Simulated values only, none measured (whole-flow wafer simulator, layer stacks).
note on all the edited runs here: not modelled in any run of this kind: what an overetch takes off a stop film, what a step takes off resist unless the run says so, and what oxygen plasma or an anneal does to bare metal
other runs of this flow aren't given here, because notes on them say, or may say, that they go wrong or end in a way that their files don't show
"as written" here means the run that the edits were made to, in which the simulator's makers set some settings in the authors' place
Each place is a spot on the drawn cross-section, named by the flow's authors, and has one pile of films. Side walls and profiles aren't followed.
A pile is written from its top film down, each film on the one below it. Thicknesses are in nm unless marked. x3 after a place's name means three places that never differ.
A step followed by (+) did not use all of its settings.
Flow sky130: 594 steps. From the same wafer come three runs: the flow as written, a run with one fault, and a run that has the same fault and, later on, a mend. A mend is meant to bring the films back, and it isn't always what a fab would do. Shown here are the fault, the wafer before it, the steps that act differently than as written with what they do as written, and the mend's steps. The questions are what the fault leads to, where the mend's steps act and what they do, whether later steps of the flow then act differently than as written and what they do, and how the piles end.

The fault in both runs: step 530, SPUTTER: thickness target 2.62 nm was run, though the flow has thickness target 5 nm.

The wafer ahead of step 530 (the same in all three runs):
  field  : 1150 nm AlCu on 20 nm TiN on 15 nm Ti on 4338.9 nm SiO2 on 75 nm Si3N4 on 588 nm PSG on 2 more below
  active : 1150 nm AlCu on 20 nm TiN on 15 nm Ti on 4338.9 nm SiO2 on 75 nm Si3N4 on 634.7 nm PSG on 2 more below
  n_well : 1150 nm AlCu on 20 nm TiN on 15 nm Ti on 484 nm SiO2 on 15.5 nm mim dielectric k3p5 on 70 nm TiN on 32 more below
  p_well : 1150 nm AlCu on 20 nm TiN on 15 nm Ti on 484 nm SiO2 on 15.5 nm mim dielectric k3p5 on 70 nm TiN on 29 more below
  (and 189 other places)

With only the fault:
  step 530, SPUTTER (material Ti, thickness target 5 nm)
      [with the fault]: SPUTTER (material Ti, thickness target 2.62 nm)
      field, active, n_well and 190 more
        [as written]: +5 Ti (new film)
        [with the fault]: +2.62 Ti (new film)
  Steps further on in the flow that do not act as written (not shown: 21 more steps that differ only slightly, by at most 2% or 0.5 nm, whichever is larger):
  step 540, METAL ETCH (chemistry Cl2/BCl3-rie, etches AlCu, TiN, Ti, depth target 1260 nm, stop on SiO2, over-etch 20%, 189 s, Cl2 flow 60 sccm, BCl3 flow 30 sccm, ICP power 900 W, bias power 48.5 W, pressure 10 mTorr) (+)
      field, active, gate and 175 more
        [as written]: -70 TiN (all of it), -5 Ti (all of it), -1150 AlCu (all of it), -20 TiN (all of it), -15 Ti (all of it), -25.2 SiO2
        [with the fault]: -70 TiN (all of it), -2.62 Ti (all of it), -1150 AlCu (all of it), -20 TiN (all of it), -15 Ti (all of it), -25.4 SiO2
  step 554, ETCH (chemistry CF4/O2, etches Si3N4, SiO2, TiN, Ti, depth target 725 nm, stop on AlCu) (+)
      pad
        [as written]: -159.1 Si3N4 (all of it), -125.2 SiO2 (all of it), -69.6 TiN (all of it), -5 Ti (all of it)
        [with the fault]: -159.1 Si3N4 (all of it), -125.2 SiO2 (all of it), -69.6 TiN (all of it), -2.62 Ti (all of it)
  By the end, the piles at n_well, p_well, sd_n and 11 more depart from the flow's by more than 2% or 0.5 nm, whichever is larger.
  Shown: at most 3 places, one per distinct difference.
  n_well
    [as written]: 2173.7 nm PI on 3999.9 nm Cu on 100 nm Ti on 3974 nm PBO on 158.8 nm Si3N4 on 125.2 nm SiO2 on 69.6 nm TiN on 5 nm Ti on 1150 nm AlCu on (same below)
    [with the fault]: 2174 nm PI on 3999.9 nm Cu on 100 nm Ti on 3975.7 nm PBO on 158.8 nm Si3N4 on 125.2 nm SiO2 on 69.6 nm TiN on 2.62 nm Ti on 1150 nm AlCu on (same below)
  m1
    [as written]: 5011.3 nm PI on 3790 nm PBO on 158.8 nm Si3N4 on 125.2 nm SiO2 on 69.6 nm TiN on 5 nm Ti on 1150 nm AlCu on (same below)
    [with the fault]: 5011.4 nm PI on 3792 nm PBO on 158.8 nm Si3N4 on 125.2 nm SiO2 on 69.6 nm TiN on 2.62 nm Ti on 1150 nm AlCu on (same below)
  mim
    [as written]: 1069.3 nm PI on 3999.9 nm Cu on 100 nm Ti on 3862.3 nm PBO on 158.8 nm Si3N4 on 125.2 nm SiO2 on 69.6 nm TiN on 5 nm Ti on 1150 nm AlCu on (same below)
    [with the fault]: 1069.5 nm PI on 3999.9 nm Cu on 100 nm Ti on 3864.1 nm PBO on 158.8 nm Si3N4 on 125.2 nm SiO2 on 69.6 nm TiN on 2.62 nm Ti on 1150 nm AlCu on (same below)

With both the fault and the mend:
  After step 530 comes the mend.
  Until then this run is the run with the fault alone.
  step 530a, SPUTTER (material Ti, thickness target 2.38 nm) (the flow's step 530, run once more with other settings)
      field, active, n_well and 190 more
        +2.38 Ti
  Later steps of the flow that are run all act as written at every place that is followed.
  At every place that both follow, the piles at the end match the flow's.
